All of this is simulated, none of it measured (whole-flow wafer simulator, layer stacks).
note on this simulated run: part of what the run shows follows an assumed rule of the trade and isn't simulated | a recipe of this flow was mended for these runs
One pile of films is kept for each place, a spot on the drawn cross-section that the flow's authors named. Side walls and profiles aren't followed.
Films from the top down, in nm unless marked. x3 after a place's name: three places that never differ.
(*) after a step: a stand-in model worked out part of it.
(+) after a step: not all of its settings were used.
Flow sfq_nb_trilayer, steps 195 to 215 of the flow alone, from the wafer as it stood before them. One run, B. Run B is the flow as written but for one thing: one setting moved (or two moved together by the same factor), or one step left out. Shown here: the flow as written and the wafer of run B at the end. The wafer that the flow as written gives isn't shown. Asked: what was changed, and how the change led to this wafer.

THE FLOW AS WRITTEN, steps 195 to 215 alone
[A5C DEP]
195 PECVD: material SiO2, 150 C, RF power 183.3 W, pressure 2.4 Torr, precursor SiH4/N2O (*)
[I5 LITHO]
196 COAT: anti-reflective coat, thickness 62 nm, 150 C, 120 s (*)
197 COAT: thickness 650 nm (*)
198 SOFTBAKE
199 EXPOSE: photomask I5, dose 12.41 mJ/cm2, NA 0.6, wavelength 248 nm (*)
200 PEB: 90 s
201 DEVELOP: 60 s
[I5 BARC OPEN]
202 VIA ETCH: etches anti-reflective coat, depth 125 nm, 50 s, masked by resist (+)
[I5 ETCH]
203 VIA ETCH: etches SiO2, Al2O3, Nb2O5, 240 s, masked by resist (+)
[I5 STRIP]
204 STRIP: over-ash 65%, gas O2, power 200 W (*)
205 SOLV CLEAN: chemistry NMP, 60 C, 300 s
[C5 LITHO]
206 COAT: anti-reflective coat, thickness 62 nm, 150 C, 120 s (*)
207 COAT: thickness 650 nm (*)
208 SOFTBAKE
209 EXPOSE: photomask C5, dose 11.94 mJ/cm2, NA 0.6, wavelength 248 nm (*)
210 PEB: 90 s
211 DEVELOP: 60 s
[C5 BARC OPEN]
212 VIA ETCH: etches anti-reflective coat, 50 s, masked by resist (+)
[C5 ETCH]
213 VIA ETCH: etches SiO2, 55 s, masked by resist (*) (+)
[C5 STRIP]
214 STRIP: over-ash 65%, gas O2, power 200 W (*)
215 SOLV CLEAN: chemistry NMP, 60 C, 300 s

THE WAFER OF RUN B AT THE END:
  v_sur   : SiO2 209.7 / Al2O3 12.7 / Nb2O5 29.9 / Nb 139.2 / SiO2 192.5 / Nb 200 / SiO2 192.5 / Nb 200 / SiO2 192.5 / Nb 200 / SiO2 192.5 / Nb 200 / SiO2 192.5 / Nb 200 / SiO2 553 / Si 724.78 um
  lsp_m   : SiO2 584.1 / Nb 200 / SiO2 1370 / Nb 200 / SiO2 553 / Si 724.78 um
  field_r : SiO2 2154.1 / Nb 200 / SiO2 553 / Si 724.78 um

The cause: step 195, PECVD: RF power 159.9 W was run, where the flow has RF power 183.3 W.

How the change led to this, step by step:
  195 PECVD: material SiO2, 150 C, RF power 183.3 W, pressure 2.4 Torr, precursor SiH4/N2O (*)
      field_l, v_sur, via_wl and 92 more: SiO2 +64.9 (as written it would be: SiO2 +70)
      ce_l, c5j, ce_r and 8 more: SiO2 +64.9 (new film) (as written it would be: SiO2 +70 (new film))
  203 VIA ETCH: etches SiO2, Al2O3, Nb2O5, 240 s, masked by resist (+)
      be: SiO2 -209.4 (all of it), Al2O3 -12.7 (all of it), Nb2O5 -29.9 (all of it), Nb -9 (as written it would be: SiO2 -214.5 (all of it), Al2O3 -12.7 (all of it), Nb2O5 -29.9 (all of it), Nb -8.57)
  213 VIA ETCH: etches SiO2, 55 s, masked by resist (*) (+)
      c5j: SiO2 -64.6 (all of it), Nb -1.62 (as written it would be: SiO2 -69.7 (all of it), Nb -1.19)
      res: SiO2 -64.5 (all of it), Ti -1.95 (as written it would be: SiO2 -69.7 (all of it), Ti -1.43)
